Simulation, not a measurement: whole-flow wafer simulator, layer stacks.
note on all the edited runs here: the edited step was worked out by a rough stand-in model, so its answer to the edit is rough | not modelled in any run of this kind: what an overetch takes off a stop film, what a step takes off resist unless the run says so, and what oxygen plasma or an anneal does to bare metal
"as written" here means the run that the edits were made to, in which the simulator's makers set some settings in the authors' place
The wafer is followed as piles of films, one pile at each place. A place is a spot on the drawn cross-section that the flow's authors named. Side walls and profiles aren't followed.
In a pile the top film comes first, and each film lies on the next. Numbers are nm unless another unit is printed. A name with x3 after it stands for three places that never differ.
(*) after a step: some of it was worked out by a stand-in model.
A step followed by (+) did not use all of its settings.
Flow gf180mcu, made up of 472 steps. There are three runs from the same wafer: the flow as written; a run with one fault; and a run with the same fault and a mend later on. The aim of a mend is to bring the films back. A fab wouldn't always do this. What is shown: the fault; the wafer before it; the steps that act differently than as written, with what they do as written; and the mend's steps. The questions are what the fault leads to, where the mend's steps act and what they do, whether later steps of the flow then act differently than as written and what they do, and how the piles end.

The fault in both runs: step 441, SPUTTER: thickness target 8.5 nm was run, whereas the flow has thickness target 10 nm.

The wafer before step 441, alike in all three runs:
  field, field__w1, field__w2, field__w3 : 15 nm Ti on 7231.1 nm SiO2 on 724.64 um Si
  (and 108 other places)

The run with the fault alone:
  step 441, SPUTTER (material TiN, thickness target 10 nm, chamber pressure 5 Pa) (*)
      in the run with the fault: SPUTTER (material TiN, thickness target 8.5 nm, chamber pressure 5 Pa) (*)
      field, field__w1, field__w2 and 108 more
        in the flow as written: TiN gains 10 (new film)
        in the run with the fault: TiN gains 8.5 (new film)
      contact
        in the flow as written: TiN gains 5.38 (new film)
        in the run with the fault: TiN gains 4.58 (new film)
  Steps further on in the flow that do not act as written (not shown: 1 more step that differs only slightly, by at most 2% or 0.5 nm, whichever is larger):
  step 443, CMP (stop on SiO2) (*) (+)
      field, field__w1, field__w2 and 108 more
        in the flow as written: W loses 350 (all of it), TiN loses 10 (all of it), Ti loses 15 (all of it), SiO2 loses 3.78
        in the run with the fault: W loses 350 (all of it), TiN loses 8.5 (all of it), Ti loses 15 (all of it), SiO2 loses 3.77
  At contact, the piles at the end differ from the flow's by more than 2% or 0.5 nm, whichever is larger.
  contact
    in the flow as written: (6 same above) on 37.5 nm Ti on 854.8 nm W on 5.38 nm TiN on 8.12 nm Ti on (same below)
    in the run with the fault: (6 same above) on 37.5 nm Ti on 855.6 nm W on 4.58 nm TiN on 8.12 nm Ti on (same below)

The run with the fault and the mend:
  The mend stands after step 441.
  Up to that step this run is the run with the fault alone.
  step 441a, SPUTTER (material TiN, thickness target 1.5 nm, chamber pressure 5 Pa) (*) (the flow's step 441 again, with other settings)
      field, field__w1, field__w2 and 108 more
        TiN gains 1.5
      contact
        TiN gains 0.81
  None of the later steps of the flow acts differently than as written at any place that is followed.
  The piles end the same as the flow's at every place that both follow.
